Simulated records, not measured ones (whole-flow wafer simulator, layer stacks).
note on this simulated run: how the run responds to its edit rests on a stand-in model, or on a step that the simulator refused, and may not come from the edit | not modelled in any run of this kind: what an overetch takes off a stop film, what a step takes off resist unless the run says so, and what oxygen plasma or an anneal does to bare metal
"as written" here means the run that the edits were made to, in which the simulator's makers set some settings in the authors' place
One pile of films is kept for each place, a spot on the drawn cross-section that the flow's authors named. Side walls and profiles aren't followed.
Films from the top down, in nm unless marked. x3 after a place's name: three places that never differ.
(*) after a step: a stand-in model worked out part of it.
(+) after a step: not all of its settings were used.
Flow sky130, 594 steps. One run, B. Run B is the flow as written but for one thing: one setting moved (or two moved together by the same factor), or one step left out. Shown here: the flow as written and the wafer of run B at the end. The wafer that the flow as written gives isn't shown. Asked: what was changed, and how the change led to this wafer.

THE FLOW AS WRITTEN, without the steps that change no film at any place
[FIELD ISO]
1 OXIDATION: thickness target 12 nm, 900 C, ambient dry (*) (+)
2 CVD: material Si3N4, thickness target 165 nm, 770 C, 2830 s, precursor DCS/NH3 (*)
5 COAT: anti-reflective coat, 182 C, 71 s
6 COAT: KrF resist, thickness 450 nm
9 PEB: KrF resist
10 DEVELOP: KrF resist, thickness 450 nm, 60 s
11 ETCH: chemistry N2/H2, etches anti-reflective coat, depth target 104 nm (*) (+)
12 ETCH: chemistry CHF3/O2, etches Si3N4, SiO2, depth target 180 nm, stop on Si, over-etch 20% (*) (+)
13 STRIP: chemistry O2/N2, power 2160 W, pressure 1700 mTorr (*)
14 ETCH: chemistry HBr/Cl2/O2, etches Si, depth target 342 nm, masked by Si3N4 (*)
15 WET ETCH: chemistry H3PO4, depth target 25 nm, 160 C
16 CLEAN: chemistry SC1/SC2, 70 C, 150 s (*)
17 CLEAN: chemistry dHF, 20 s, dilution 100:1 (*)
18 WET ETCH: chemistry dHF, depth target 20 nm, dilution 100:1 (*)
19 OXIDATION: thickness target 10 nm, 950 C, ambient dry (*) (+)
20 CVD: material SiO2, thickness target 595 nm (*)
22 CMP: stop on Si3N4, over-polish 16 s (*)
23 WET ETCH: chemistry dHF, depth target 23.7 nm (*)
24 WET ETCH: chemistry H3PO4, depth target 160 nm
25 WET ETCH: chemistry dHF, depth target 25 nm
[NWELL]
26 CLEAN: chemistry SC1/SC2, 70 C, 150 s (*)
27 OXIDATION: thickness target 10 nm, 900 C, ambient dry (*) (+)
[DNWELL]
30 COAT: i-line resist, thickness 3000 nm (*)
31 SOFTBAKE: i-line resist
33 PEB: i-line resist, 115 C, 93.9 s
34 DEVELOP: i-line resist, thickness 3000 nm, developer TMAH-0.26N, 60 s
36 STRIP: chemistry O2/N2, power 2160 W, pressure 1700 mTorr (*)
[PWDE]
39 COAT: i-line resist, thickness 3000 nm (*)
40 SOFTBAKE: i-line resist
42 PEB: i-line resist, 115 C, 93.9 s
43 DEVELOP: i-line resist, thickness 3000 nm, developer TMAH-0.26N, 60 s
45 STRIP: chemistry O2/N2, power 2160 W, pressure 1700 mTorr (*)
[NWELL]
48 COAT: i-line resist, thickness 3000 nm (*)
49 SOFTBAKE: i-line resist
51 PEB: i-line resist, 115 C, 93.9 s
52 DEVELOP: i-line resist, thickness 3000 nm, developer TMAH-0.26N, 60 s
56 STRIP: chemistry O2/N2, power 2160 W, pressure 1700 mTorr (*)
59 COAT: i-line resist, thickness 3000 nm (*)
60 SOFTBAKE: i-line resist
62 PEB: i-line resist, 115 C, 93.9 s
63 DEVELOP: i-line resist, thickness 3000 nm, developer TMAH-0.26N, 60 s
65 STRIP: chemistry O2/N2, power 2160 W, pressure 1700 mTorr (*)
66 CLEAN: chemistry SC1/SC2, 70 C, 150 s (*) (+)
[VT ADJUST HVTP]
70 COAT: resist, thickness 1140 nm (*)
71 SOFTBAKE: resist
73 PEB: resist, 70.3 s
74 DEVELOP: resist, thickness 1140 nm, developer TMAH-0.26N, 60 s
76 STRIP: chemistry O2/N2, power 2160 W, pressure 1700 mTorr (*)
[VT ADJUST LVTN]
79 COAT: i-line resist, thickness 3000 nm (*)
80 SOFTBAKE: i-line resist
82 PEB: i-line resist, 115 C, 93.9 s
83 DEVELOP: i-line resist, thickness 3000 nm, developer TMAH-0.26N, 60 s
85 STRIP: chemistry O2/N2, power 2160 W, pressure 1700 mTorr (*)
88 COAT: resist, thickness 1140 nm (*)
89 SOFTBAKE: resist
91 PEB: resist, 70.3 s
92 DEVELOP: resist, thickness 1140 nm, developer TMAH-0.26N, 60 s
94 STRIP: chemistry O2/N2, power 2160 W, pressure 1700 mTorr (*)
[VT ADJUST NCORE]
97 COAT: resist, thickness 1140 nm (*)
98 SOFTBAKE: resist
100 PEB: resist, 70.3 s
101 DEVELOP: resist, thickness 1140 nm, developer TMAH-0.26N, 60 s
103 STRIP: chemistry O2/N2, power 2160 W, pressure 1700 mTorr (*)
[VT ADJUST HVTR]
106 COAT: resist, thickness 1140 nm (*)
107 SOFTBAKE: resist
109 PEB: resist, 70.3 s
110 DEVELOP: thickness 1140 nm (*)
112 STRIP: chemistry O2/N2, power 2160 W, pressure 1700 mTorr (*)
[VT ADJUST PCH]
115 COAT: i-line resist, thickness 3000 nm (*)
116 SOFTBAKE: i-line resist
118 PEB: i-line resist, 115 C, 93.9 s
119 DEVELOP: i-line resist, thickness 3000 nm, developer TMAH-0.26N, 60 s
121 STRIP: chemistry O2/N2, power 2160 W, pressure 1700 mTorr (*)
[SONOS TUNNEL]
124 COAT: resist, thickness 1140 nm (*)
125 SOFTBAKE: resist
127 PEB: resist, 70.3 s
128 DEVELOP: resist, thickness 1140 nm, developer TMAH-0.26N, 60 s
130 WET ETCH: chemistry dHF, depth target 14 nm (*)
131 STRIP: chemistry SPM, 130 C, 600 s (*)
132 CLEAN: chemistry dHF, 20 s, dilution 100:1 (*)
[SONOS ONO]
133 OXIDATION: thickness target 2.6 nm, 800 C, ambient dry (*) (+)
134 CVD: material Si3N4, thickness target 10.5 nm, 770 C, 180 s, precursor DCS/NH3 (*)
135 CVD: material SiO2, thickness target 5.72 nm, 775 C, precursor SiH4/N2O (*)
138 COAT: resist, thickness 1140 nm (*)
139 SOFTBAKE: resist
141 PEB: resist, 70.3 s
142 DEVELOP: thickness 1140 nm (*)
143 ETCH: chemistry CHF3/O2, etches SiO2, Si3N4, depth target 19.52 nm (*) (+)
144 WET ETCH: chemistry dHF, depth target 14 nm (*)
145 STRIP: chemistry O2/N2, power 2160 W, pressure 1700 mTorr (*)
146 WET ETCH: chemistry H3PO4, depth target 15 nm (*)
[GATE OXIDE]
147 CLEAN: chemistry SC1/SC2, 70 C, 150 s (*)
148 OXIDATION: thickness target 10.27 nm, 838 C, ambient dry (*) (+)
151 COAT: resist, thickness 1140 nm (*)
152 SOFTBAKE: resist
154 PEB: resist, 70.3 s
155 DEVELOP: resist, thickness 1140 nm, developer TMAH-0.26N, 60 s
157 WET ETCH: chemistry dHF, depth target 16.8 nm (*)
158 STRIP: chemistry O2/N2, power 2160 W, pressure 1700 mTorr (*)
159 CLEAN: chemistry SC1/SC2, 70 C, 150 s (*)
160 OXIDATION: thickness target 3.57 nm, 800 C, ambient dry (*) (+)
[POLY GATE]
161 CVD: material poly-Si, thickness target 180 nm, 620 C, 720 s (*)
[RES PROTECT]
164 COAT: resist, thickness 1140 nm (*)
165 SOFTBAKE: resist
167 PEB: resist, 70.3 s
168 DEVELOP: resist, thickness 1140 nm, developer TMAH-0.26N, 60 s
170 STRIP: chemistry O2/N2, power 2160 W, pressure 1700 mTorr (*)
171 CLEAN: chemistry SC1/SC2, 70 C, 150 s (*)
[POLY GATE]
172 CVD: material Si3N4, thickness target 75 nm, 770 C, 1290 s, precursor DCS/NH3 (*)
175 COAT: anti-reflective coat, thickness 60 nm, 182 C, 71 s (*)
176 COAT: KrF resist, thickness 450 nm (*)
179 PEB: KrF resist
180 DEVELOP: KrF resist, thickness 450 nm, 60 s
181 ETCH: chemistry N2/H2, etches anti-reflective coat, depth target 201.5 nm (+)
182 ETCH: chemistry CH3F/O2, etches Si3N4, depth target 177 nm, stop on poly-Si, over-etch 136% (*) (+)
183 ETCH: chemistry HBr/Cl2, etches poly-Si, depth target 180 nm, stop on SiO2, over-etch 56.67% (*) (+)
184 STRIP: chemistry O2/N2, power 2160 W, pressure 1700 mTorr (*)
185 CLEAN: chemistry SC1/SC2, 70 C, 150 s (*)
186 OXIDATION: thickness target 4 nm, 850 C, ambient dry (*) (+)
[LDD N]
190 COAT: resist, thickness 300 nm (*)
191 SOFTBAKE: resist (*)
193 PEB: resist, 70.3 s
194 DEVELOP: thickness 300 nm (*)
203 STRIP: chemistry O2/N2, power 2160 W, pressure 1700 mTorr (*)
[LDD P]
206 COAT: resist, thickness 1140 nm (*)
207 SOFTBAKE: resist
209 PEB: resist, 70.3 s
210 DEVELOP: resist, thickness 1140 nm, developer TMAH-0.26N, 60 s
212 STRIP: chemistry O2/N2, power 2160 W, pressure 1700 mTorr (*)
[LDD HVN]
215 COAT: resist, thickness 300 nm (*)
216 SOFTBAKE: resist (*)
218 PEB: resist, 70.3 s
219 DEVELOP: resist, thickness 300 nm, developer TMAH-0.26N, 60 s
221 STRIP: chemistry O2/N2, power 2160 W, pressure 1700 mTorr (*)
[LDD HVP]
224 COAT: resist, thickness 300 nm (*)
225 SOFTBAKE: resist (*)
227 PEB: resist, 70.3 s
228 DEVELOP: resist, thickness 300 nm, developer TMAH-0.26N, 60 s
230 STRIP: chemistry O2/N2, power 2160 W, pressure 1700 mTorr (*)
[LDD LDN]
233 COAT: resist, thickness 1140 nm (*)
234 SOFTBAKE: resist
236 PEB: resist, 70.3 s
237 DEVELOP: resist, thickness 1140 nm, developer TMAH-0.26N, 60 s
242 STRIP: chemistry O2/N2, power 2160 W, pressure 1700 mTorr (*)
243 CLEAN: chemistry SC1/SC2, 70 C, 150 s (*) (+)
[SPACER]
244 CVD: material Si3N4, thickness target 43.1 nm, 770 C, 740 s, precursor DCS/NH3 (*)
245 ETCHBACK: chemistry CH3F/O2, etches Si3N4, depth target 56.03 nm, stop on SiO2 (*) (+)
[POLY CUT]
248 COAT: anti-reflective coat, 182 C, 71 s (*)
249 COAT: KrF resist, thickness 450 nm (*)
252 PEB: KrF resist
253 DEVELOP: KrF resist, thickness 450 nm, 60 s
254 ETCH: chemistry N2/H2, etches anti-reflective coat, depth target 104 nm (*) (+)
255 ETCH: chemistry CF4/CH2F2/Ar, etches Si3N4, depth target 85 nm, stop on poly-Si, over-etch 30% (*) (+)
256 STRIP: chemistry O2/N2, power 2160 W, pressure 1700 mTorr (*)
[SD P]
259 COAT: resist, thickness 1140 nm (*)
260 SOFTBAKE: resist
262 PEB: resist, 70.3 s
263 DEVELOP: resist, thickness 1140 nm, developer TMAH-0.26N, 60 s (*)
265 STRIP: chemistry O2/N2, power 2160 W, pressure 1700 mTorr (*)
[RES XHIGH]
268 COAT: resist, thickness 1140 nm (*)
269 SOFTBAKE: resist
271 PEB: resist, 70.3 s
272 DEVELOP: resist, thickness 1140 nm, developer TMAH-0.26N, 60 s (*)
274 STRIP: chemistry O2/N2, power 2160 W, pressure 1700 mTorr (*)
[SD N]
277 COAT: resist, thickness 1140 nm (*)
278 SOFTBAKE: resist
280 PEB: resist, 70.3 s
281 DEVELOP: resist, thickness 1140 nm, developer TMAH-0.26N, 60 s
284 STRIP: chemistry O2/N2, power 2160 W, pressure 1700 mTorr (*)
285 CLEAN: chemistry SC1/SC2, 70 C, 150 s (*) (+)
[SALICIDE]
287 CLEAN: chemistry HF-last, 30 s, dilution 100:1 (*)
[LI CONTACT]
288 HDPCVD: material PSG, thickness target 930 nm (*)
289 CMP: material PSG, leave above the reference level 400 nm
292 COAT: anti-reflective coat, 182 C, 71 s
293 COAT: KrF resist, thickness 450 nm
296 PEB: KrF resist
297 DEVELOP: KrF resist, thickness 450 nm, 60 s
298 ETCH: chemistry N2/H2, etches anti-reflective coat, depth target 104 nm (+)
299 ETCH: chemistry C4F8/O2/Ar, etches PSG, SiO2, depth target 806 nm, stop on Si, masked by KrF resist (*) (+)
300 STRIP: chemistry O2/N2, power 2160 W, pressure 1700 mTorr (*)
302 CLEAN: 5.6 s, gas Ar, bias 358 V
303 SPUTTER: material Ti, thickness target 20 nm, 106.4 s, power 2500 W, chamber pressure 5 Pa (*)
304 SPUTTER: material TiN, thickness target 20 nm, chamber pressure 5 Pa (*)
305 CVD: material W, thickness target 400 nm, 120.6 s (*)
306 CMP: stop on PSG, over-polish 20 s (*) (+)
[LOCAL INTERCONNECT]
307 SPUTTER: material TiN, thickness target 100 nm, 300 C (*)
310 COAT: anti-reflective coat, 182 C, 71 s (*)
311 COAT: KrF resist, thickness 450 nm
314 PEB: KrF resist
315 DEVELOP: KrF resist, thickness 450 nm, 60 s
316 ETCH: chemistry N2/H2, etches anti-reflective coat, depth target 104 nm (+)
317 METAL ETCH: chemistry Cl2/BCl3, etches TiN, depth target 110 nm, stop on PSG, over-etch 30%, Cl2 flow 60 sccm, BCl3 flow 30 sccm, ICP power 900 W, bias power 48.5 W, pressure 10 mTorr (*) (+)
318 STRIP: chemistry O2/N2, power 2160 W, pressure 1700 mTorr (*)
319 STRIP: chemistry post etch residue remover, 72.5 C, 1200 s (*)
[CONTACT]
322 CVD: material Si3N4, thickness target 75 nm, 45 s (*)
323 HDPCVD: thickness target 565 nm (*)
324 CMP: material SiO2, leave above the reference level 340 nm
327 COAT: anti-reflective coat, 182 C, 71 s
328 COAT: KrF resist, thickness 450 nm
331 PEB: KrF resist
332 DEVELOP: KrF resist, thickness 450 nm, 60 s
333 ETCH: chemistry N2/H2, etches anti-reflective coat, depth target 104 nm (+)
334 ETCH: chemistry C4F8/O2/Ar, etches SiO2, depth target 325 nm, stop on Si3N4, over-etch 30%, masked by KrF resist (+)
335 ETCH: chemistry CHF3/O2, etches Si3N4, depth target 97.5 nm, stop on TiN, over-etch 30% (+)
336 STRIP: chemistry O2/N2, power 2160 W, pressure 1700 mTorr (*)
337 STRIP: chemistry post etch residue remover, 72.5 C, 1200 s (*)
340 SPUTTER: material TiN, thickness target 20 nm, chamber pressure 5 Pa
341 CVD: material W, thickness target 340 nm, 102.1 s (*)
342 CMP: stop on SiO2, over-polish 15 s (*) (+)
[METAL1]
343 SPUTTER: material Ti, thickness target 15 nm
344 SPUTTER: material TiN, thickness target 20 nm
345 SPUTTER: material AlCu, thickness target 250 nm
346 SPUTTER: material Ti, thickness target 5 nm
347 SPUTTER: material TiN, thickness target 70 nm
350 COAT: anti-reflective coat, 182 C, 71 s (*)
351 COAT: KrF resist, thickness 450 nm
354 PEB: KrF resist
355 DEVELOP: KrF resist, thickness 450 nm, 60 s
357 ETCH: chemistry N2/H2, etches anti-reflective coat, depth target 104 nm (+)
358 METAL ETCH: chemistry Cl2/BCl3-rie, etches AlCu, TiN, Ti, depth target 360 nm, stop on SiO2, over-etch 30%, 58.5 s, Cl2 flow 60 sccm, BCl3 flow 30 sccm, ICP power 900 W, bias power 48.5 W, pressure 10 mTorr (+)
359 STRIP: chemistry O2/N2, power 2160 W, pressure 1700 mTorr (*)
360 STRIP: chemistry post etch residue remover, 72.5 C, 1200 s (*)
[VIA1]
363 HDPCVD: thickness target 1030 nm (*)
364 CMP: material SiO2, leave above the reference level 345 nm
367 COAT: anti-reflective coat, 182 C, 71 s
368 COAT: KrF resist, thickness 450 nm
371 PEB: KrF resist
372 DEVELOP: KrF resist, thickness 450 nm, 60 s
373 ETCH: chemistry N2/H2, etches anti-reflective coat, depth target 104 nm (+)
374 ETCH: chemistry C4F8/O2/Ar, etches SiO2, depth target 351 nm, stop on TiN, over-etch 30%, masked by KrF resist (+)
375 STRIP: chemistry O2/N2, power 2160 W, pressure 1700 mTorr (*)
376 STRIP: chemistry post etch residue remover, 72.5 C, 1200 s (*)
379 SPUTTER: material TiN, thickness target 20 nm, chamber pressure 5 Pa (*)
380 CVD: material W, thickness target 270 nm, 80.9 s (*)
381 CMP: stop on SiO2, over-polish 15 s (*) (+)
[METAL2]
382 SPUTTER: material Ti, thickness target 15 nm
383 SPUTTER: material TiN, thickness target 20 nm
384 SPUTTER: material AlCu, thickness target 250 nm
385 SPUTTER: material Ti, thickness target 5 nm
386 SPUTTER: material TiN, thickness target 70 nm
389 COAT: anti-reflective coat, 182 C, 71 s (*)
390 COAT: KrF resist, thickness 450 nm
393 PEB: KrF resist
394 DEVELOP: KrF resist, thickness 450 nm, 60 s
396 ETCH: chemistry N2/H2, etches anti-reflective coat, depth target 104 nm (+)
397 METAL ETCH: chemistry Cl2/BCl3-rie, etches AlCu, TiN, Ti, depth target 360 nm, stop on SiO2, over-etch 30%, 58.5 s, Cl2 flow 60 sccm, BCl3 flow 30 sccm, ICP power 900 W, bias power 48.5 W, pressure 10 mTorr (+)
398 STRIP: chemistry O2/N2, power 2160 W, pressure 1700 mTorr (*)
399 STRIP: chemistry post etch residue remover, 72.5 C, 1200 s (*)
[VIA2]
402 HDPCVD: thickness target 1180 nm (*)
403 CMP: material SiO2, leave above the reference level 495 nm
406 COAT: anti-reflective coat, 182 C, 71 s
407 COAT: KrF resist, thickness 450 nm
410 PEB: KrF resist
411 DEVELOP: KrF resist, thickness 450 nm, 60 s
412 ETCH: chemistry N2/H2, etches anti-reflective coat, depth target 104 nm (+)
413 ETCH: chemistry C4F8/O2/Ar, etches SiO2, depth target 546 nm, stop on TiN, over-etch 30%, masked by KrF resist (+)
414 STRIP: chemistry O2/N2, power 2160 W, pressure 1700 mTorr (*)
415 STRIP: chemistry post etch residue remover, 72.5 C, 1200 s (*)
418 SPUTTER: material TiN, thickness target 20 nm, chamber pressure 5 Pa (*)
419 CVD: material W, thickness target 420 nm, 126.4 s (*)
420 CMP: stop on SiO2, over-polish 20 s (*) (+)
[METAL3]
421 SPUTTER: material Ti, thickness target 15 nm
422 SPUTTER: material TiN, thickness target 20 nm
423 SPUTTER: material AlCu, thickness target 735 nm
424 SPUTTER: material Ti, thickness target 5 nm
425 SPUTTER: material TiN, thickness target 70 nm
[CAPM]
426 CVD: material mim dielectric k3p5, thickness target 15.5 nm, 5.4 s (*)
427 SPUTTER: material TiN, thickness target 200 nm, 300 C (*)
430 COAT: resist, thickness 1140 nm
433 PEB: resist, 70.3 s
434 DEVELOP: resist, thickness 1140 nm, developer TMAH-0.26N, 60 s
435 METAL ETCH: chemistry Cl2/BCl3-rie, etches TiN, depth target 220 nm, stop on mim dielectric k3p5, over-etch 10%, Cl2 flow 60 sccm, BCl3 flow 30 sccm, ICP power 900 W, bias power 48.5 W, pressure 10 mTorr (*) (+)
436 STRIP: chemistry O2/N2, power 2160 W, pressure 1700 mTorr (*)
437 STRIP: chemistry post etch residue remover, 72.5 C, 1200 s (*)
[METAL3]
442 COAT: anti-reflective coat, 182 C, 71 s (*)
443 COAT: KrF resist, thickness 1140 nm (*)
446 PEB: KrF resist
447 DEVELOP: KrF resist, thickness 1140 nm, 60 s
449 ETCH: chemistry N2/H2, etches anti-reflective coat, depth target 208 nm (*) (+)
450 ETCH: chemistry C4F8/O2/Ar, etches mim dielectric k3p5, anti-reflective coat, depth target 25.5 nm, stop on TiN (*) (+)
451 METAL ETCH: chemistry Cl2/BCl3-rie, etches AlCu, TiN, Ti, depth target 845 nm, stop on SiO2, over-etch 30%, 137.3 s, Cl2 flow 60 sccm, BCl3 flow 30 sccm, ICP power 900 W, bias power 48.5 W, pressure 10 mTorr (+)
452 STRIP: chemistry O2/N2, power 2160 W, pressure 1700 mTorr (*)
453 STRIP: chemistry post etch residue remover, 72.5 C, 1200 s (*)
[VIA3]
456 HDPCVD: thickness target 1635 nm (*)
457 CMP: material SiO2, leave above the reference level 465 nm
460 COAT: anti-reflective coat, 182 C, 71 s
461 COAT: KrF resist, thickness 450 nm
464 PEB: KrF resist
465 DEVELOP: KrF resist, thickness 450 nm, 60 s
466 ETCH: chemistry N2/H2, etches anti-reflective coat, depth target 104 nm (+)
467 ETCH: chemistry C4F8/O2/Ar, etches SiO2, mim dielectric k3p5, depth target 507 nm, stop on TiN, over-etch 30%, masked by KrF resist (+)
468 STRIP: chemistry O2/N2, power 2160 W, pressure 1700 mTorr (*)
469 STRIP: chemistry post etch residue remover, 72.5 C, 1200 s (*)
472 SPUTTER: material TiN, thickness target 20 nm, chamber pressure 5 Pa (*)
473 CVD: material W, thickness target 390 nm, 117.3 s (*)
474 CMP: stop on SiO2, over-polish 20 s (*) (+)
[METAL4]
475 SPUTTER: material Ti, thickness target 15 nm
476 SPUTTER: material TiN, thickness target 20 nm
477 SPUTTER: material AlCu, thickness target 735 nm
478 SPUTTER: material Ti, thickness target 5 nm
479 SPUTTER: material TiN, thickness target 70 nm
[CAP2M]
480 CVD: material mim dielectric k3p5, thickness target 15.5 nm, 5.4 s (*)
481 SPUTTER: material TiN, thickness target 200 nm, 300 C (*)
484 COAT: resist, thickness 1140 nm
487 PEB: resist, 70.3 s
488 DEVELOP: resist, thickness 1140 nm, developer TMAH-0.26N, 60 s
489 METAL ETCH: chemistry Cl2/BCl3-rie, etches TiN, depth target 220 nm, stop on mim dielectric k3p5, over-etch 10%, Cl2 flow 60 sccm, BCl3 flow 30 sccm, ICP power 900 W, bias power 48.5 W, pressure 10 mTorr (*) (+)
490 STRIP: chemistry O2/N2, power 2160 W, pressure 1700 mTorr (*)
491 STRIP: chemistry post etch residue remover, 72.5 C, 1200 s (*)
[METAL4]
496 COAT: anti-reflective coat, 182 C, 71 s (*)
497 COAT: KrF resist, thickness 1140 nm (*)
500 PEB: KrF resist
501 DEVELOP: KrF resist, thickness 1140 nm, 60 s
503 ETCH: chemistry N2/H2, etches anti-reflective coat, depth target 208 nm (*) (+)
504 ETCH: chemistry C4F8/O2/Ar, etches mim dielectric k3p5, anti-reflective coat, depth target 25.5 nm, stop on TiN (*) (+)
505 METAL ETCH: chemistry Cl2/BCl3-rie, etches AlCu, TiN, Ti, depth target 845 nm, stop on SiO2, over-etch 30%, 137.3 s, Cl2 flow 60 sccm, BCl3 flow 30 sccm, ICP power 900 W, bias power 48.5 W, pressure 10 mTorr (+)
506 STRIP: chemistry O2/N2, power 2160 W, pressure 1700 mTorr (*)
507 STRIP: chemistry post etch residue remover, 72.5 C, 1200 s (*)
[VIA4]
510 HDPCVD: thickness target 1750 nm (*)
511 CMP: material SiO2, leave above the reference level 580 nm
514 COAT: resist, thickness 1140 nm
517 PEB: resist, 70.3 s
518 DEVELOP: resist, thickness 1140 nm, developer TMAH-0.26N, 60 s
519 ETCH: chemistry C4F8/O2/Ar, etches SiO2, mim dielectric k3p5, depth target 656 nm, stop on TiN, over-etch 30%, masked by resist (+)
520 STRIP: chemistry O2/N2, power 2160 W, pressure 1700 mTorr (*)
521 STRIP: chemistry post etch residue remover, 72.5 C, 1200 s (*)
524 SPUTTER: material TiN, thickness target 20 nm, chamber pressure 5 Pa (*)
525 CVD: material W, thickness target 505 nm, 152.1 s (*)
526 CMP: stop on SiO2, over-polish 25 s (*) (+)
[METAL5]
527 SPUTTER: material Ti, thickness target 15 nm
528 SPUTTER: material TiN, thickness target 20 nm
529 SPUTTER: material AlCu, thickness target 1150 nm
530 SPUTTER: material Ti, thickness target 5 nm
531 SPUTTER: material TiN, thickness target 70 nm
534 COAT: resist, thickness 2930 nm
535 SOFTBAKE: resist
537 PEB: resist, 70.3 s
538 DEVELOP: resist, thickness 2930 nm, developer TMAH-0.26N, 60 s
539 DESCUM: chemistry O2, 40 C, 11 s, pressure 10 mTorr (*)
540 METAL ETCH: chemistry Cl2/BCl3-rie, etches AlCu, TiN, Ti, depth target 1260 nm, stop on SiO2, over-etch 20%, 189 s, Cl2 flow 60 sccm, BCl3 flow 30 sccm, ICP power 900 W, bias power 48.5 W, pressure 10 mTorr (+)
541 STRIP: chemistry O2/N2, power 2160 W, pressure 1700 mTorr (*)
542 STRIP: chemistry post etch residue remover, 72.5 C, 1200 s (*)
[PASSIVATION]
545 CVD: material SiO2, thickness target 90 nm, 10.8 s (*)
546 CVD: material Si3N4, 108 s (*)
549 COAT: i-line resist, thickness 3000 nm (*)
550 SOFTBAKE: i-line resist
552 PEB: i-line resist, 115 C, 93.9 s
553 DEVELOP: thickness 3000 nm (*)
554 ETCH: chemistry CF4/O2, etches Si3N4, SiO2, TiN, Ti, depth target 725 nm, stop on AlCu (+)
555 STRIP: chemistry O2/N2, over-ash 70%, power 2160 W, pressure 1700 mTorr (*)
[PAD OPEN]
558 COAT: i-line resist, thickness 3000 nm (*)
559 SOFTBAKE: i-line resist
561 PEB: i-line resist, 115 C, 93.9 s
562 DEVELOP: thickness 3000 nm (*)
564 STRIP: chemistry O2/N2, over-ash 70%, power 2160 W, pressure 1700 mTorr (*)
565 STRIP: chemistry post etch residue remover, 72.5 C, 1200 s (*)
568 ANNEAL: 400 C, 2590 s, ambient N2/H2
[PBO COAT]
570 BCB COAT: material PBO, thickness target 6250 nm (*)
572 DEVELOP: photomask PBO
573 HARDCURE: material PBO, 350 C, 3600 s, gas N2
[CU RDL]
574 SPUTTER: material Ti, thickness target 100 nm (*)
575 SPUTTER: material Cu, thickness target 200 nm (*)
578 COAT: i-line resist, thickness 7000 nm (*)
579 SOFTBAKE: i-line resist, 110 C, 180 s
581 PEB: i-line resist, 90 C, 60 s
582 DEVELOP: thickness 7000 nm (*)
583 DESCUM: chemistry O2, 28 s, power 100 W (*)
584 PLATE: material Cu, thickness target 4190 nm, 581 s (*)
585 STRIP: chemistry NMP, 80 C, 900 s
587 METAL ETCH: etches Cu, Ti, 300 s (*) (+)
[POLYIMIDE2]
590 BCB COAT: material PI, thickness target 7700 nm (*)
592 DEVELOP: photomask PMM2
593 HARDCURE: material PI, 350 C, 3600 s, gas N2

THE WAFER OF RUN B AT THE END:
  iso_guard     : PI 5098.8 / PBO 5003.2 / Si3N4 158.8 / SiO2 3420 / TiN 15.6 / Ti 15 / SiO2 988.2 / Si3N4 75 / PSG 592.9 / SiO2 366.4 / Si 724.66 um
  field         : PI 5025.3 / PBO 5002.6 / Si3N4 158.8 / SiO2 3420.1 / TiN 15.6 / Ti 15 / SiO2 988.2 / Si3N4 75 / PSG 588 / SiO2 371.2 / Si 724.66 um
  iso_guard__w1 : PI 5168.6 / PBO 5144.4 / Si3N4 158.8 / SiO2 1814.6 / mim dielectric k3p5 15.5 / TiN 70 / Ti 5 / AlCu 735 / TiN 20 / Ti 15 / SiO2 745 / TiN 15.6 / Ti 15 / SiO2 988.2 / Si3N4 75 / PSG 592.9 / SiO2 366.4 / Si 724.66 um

The cause: step 397, METAL ETCH: depth target 252 nm was run, where the flow has depth target 360 nm; step 397, METAL ETCH: 40.9 s was run, where the flow has 58.5 s.

How the change led to this, step by step:
  397 METAL ETCH: chemistry Cl2/BCl3-rie, etches AlCu, TiN, Ti, depth target 360 nm, stop on SiO2, over-etch 30%, 58.5 s, Cl2 flow 60 sccm, BCl3 flow 30 sccm, ICP power 900 W, bias power 48.5 W, pressure 10 mTorr (+)
      iso_guard, vpp_sp, vpp_guard and 75 more: TiN -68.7 (all of it), Ti -5 (all of it), AlCu -250 (all of it), TiN -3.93 (as written it would be: TiN -68.7 (all of it), Ti -5 (all of it), AlCu -250 (all of it), TiN -20 (all of it), Ti -15 (all of it), SiO2 -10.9)
      field, active, gate, spacer, sonos_cell, sonos_guard, sonos_guard_hv: TiN -68.7 (all of it), Ti -5 (all of it), AlCu -250 (all of it), TiN -3.94 (as written it would be: TiN -68.7 (all of it), Ti -5 (all of it), AlCu -250 (all of it), TiN -20 (all of it), Ti -15 (all of it), SiO2 -10.9)
      (and at 106 more places)
  398 STRIP: chemistry O2/N2, power 2160 W, pressure 1700 mTorr (*)
      n_well, p_well, gate_hv and 101 more: KrF resist -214 (all of it), anti-reflective coat -80 (all of it) (as written it would be: KrF resist -143.8 (all of it), anti-reflective coat -80 (all of it))
      m1, via1_hole: KrF resist -214.1 (all of it), anti-reflective coat -80.4 (all of it) (as written it would be: KrF resist -143.9 (all of it), anti-reflective coat -80.4 (all of it))
  402 HDPCVD: thickness target 1180 nm (*)
      field, active, gate and 82 more: SiO2 +1180 (new film) (as written it would be: SiO2 +1180)
  403 CMP: material SiO2, leave above the reference level 495 nm
      field, active, gate and 82 more: SiO2 -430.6 (as written it would be: SiO2 -389.1)
Counting metal films that touch as one body, iso_guard has 1 body; the flow as written gives 0 bodies.
Counting metal films that touch as one body, field has 1 body; the flow as written gives 0 bodies.
Counting metal films that touch as one body, iso_guard__w1 has 2 bodies (between them, from the top down: SiO2 745); the flow as written gives 1 body.
